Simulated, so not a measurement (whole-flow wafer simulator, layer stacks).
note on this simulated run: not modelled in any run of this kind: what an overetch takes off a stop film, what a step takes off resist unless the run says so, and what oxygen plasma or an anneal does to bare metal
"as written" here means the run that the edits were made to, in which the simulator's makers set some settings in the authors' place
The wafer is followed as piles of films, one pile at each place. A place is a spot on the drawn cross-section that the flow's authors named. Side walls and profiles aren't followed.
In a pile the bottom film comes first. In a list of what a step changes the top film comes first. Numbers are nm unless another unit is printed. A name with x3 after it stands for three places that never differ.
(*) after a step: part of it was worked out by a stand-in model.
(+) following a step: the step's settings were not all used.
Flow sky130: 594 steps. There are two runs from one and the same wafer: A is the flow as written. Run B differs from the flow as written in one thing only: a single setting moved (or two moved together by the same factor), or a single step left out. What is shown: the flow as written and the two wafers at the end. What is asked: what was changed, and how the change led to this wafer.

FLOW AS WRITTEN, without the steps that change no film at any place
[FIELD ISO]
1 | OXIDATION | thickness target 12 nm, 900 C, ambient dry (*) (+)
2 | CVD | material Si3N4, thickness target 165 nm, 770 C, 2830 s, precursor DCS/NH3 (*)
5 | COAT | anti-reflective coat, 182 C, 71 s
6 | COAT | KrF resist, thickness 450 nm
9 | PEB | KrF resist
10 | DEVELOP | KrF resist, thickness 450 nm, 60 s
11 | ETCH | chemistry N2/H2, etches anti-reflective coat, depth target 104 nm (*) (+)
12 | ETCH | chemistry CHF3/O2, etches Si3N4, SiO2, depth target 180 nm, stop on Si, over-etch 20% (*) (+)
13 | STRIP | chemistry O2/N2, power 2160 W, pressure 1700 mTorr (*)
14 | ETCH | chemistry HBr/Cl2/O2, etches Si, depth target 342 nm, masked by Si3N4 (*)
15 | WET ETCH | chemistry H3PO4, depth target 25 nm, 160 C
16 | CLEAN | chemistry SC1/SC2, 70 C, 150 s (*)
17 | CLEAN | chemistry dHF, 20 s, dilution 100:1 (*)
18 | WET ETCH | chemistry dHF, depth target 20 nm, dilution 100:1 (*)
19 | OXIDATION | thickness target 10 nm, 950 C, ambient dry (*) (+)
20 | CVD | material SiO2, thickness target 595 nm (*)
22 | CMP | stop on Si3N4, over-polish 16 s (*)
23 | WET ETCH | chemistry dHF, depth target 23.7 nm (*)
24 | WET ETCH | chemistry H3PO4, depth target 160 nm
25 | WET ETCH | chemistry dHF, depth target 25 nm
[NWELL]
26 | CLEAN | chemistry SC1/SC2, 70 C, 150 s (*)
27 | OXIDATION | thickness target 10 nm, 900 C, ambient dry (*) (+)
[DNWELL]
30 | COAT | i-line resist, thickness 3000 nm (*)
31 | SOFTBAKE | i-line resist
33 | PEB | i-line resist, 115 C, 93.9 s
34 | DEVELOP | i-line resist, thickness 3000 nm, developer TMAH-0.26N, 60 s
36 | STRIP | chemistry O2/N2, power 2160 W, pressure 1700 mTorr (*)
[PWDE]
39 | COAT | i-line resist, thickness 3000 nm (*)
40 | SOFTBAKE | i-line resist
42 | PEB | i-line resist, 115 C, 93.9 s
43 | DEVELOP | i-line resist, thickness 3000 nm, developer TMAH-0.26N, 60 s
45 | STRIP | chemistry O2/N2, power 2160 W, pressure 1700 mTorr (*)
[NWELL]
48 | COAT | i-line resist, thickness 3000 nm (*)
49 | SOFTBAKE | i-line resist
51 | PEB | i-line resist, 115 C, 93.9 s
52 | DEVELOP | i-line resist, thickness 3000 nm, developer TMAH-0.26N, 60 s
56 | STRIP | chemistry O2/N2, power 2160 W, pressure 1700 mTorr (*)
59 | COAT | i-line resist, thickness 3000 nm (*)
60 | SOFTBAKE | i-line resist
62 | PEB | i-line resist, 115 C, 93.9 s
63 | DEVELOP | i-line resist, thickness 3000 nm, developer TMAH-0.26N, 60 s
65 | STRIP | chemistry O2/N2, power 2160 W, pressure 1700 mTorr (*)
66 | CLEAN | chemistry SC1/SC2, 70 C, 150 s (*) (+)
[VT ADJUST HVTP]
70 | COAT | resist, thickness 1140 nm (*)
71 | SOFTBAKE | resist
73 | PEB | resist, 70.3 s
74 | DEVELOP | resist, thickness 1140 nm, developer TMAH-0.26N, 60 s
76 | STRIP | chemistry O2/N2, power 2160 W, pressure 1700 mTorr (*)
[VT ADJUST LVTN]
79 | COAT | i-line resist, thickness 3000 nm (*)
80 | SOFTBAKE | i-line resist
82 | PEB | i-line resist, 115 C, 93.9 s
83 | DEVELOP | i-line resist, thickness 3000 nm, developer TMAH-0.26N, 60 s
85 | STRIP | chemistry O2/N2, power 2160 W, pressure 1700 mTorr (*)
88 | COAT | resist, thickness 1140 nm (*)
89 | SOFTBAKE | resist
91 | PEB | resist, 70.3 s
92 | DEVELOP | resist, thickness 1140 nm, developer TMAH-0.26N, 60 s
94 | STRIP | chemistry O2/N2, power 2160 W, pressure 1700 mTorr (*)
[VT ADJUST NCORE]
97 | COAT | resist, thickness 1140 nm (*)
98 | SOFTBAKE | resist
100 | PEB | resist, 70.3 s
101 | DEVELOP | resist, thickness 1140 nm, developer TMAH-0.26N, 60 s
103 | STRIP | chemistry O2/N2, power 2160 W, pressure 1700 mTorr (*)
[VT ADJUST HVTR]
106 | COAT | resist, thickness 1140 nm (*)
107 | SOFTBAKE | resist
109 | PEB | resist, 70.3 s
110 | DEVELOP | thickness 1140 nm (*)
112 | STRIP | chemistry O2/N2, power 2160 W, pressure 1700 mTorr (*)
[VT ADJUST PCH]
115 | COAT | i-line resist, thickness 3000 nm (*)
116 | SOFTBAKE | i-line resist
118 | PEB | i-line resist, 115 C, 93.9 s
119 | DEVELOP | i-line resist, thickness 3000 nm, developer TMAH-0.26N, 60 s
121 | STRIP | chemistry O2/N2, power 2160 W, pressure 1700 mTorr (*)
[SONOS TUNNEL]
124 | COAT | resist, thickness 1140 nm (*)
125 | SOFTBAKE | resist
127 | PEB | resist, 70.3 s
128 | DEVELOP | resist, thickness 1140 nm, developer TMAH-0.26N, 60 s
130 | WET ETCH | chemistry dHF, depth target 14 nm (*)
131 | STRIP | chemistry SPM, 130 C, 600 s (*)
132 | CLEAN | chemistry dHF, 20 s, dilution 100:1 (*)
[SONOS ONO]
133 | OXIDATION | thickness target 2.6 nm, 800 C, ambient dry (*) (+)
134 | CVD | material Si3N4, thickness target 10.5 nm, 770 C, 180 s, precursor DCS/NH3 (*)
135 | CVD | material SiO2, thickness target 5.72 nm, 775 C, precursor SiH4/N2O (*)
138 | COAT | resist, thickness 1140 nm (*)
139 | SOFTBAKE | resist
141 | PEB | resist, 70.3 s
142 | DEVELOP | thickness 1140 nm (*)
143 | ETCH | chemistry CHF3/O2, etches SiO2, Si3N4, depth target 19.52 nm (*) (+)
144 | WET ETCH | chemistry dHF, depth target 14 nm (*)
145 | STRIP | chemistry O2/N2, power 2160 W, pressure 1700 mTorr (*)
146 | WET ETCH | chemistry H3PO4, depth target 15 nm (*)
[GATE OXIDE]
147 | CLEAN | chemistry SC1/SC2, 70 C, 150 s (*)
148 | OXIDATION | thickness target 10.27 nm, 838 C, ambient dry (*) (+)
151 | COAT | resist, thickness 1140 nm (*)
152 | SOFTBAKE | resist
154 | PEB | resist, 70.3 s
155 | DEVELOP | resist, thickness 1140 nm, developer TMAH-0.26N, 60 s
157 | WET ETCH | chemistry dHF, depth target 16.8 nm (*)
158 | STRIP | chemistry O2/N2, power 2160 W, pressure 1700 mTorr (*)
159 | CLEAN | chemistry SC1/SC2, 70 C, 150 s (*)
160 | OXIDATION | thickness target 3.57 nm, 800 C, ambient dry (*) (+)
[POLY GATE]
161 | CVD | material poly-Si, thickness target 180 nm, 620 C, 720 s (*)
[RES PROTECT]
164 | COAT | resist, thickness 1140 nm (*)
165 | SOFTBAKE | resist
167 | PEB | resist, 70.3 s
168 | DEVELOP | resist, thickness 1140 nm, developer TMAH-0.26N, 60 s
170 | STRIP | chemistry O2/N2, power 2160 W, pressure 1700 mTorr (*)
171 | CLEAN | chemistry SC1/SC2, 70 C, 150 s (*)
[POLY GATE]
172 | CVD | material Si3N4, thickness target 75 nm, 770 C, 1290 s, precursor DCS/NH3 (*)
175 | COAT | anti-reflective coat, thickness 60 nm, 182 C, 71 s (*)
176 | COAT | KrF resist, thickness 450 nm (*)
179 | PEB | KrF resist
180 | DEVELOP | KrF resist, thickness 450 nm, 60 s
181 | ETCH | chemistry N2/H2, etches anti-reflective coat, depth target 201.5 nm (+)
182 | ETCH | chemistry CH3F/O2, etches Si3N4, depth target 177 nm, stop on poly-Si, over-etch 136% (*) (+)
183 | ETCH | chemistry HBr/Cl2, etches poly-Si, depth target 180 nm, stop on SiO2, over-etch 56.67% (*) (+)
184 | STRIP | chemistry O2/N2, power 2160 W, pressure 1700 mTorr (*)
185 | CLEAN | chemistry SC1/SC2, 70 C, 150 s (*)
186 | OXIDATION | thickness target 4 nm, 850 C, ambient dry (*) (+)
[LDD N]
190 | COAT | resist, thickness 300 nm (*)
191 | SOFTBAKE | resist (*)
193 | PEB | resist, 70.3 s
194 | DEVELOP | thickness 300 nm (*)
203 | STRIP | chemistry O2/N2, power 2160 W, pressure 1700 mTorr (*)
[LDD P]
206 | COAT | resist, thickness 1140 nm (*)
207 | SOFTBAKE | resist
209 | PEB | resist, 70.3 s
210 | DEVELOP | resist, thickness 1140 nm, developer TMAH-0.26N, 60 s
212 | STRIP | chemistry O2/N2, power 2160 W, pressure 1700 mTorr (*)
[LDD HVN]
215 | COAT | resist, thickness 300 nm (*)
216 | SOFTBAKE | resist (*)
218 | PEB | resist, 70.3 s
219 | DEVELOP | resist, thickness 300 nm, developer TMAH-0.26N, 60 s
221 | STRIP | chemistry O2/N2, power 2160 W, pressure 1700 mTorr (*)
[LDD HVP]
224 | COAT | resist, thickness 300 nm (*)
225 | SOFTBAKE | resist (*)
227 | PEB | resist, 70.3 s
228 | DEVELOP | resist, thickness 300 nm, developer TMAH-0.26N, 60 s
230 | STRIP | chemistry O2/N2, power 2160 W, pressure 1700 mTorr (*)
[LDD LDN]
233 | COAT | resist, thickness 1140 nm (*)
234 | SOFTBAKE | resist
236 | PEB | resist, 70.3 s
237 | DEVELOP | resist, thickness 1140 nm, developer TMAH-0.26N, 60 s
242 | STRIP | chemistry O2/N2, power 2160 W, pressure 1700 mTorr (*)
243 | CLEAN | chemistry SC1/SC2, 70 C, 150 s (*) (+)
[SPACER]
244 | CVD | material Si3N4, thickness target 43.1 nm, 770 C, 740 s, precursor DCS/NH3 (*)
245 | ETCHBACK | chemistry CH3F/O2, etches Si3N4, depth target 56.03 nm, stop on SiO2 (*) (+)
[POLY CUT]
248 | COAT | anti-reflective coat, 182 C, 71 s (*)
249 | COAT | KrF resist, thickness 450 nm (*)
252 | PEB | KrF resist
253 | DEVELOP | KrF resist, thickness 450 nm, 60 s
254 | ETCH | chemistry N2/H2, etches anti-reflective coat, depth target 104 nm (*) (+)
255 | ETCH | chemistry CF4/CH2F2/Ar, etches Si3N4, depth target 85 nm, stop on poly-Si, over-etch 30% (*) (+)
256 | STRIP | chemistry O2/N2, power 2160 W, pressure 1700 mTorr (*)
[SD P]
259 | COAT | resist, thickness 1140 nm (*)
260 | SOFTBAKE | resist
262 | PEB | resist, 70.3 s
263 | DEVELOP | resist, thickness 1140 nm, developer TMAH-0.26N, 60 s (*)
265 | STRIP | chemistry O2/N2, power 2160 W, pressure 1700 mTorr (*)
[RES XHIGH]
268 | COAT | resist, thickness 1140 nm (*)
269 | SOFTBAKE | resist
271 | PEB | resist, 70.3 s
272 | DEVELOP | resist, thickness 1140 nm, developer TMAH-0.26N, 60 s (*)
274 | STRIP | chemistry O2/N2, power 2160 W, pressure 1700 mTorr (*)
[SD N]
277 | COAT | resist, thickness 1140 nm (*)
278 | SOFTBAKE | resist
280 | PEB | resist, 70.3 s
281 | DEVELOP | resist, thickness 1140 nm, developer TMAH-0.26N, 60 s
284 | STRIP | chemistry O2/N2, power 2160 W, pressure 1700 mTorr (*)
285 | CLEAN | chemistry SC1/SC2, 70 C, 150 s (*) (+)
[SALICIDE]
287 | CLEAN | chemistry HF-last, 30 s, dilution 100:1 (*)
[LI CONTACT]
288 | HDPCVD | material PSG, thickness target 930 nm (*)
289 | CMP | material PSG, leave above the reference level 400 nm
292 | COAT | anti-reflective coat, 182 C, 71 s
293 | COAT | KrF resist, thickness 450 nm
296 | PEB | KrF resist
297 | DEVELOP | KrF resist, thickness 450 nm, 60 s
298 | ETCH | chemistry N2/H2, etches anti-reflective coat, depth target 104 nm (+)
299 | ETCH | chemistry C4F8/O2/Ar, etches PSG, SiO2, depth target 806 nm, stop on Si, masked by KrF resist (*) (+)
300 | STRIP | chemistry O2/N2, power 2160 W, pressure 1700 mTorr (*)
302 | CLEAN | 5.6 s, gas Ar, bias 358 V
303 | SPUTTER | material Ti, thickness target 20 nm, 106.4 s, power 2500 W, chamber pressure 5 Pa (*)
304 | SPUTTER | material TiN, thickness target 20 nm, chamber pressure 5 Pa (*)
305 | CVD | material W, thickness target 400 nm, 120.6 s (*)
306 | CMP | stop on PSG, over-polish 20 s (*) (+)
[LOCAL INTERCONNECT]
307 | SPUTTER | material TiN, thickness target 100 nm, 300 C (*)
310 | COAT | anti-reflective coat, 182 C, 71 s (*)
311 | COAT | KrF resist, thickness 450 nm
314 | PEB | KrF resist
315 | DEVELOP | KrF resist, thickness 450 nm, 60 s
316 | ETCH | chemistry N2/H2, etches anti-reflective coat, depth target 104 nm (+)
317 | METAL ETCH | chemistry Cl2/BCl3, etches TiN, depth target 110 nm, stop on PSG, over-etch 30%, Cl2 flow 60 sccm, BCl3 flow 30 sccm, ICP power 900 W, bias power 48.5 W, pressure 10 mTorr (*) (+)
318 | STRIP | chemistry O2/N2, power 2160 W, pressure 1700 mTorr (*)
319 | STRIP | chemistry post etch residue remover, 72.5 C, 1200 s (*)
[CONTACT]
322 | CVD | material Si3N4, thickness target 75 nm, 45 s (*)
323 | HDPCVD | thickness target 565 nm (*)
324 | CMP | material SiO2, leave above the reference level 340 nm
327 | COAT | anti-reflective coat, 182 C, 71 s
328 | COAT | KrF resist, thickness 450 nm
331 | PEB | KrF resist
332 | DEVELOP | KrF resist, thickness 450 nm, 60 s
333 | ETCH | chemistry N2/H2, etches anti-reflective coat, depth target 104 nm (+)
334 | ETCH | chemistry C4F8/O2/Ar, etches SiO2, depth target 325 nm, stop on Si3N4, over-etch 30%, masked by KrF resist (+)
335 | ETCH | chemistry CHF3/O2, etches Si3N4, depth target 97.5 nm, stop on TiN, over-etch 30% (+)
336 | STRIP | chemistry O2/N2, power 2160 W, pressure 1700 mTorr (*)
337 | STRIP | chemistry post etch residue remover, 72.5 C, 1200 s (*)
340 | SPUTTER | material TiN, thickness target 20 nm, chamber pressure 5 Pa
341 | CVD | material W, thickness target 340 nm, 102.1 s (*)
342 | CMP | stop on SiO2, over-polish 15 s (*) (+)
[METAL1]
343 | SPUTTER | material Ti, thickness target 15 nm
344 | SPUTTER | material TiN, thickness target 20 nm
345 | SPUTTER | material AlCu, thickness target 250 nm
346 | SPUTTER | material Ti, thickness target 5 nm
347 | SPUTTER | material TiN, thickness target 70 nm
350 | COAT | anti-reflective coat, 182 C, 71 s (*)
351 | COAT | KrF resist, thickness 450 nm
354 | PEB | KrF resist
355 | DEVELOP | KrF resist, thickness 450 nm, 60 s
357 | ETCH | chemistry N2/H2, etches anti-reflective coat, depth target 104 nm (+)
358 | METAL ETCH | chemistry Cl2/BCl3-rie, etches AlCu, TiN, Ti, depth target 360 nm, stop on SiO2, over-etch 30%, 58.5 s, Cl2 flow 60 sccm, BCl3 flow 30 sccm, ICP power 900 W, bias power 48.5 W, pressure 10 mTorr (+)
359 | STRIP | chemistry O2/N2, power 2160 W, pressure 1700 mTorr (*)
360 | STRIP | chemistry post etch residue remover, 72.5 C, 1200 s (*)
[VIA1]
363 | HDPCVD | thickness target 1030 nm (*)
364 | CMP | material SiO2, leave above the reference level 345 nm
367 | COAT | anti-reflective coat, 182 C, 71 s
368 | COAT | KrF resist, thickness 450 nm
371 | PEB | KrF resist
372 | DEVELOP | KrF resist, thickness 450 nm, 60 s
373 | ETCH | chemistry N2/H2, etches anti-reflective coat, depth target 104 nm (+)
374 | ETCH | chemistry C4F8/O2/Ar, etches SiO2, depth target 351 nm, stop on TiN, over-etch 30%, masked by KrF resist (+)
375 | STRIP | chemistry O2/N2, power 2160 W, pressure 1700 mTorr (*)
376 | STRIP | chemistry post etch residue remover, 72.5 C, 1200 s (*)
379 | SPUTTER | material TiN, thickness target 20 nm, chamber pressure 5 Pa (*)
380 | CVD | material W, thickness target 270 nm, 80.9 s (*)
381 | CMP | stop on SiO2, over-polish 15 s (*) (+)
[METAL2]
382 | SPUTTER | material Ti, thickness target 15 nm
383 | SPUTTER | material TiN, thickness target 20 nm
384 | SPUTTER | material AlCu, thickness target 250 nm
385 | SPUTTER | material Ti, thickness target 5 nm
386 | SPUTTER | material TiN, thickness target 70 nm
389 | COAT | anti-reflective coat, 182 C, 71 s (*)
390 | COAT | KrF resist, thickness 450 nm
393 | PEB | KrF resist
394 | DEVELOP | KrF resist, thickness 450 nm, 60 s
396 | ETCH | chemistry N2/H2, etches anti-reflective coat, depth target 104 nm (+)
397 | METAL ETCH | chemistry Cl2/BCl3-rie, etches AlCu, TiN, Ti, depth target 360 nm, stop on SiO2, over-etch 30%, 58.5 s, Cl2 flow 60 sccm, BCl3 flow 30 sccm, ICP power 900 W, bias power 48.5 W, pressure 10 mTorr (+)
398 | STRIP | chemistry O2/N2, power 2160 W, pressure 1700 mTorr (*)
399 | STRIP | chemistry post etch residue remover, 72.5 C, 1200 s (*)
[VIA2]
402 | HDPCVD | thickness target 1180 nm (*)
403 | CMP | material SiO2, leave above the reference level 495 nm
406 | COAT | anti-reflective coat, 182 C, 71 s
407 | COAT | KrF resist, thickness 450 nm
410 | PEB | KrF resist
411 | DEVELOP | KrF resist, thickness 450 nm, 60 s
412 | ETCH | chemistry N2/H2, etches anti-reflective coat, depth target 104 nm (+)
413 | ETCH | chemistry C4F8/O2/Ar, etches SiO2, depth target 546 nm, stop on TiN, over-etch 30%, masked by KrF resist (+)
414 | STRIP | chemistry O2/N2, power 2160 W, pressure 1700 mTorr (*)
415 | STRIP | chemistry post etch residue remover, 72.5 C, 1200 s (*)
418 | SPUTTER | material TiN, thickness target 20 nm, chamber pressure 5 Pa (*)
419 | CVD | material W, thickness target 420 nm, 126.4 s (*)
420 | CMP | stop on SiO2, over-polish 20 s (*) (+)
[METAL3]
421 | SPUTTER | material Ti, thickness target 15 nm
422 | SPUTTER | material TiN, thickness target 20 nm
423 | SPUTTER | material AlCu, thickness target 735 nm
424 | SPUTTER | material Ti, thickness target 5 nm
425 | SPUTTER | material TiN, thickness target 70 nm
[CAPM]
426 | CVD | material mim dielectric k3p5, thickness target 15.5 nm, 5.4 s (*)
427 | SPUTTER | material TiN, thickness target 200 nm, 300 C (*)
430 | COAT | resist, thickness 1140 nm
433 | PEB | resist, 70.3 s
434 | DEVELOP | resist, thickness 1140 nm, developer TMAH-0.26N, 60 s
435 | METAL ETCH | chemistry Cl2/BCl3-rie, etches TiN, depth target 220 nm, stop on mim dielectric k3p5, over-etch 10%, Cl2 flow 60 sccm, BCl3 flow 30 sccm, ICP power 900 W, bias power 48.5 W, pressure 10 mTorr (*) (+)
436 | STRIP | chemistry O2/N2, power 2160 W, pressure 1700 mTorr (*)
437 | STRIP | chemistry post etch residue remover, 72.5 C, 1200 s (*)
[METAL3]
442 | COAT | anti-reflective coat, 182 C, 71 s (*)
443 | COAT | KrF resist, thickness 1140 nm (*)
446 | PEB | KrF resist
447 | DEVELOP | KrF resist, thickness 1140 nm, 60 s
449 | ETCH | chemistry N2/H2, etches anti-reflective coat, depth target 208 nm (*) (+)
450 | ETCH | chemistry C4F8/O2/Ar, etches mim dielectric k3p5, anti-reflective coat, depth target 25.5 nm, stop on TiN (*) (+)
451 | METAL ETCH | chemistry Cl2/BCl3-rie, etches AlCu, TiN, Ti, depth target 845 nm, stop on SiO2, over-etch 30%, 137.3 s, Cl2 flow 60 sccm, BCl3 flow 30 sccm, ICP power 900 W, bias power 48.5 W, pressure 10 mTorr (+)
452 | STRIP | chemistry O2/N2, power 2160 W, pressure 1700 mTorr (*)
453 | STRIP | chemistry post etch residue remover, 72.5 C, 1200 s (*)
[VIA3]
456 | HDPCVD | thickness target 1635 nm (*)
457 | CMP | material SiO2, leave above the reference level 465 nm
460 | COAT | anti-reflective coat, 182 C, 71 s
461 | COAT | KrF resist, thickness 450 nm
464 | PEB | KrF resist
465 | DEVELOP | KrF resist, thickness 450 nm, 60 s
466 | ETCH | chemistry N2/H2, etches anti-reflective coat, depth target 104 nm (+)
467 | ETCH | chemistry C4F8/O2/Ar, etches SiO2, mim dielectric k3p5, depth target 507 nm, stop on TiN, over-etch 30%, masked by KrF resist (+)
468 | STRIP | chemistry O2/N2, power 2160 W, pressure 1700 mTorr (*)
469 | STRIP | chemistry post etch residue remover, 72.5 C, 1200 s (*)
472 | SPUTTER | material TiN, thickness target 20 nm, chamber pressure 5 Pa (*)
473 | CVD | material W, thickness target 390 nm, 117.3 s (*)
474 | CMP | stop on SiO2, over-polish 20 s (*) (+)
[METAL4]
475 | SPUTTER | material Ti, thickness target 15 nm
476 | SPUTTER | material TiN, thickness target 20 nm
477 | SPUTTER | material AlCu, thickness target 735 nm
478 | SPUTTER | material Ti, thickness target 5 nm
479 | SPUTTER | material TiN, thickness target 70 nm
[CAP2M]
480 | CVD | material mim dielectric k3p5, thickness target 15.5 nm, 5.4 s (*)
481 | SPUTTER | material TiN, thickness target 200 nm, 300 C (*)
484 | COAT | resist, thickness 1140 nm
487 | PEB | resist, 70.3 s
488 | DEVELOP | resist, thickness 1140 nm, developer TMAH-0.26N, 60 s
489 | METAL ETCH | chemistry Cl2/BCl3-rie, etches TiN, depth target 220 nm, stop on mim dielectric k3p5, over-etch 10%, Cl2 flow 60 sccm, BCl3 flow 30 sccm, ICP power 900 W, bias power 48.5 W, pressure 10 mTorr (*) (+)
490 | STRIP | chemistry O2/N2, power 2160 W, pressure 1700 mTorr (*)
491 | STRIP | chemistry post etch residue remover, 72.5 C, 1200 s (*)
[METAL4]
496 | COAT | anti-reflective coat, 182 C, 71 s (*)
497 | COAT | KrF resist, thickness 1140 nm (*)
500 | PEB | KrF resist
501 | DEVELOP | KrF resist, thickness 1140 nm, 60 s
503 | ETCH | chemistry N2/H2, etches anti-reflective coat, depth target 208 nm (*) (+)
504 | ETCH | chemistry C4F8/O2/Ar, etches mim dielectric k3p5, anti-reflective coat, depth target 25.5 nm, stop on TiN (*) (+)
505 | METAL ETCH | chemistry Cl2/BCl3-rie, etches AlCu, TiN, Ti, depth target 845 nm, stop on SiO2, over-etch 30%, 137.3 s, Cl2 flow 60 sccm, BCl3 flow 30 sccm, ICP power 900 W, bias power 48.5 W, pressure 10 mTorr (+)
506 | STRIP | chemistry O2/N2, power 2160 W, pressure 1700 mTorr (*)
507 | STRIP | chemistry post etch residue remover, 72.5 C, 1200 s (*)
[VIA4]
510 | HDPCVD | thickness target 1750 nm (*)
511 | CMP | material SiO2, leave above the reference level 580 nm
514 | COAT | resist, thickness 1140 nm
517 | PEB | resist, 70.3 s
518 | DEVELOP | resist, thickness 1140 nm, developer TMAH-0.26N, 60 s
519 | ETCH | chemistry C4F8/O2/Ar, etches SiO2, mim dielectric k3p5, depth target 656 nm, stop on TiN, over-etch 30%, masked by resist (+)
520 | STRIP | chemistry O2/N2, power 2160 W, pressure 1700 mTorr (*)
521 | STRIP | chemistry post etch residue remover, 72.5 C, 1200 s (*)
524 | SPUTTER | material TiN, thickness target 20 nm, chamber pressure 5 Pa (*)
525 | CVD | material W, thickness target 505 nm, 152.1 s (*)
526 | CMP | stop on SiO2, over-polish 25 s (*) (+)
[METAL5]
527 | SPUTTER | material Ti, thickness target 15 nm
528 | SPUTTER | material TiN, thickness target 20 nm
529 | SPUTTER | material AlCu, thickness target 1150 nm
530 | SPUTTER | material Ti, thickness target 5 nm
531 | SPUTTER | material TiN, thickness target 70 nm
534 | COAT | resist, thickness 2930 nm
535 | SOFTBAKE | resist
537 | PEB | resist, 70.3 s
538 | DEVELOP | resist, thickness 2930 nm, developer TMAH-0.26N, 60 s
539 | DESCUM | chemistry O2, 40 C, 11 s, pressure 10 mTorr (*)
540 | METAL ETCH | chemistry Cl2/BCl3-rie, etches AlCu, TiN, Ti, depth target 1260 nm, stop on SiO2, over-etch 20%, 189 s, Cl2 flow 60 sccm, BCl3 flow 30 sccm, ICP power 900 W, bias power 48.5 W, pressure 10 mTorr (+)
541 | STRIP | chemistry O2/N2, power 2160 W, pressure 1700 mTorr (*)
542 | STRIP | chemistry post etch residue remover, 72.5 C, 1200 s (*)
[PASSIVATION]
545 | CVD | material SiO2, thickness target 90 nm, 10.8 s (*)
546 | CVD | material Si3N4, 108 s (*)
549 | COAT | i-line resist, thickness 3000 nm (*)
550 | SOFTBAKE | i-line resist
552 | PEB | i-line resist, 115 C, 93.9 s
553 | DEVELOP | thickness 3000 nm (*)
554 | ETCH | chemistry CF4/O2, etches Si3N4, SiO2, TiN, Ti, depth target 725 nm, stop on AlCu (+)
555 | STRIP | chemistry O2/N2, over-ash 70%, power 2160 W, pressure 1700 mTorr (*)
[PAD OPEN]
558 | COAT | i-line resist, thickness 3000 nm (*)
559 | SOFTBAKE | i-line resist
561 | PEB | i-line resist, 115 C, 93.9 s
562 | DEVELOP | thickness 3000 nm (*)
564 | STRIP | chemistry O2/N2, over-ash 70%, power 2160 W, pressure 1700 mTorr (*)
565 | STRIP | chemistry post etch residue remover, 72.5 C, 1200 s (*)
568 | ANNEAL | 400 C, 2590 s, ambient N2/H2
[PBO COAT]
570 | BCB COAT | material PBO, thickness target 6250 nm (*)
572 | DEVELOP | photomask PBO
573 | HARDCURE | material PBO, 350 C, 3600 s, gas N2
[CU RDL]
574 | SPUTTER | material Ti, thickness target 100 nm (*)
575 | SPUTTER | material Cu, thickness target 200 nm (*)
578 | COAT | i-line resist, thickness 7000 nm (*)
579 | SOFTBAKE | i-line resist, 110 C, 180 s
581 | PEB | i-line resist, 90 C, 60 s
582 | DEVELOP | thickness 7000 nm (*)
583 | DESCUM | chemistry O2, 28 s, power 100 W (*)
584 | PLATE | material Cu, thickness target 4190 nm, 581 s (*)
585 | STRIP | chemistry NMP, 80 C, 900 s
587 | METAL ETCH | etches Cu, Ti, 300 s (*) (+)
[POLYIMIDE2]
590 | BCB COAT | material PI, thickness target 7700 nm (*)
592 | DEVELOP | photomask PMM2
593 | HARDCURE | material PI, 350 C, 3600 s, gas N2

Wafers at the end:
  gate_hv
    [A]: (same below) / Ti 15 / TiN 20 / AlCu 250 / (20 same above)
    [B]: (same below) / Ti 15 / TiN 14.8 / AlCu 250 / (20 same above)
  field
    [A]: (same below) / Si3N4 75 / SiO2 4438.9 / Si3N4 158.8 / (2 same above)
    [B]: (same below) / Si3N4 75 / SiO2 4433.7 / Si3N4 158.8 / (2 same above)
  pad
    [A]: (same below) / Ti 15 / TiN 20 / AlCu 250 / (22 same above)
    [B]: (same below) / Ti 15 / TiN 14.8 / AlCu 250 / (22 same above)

The reason: step 383, SPUTTER: thickness target 14.8 nm was run, whereas the flow has thickness target 20 nm.
The wafer itself shows it: gate_hv has TiN 14.8, and step 383 as written asks for 20 nm.

Step by step, how the change led to this:
  383 | SPUTTER | material TiN, thickness target 20 nm
      field, active, n_well and 188 more: A TiN gains 20 (new film) | B TiN gains 14.8 (new film)
  397 | METAL ETCH | chemistry Cl2/BCl3-rie, etches AlCu, TiN, Ti, depth target 360 nm, stop on SiO2, over-etch 30%, 58.5 s, Cl2 flow 60 sccm, BCl3 flow 30 sccm, ICP power 900 W, bias power 48.5 W, pressure 10 mTorr (+)
      field, active, gate and 82 more: A TiN loses 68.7 (all of it), Ti loses 5 (all of it), AlCu loses 250 (all of it), TiN loses 20 (all of it), Ti loses 15 (all of it), SiO2 loses 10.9 | B TiN loses 68.7 (all of it), Ti loses 5 (all of it), AlCu loses 250 (all of it), TiN loses 14.8 (all of it), Ti loses 15 (all of it), SiO2 loses 11.5
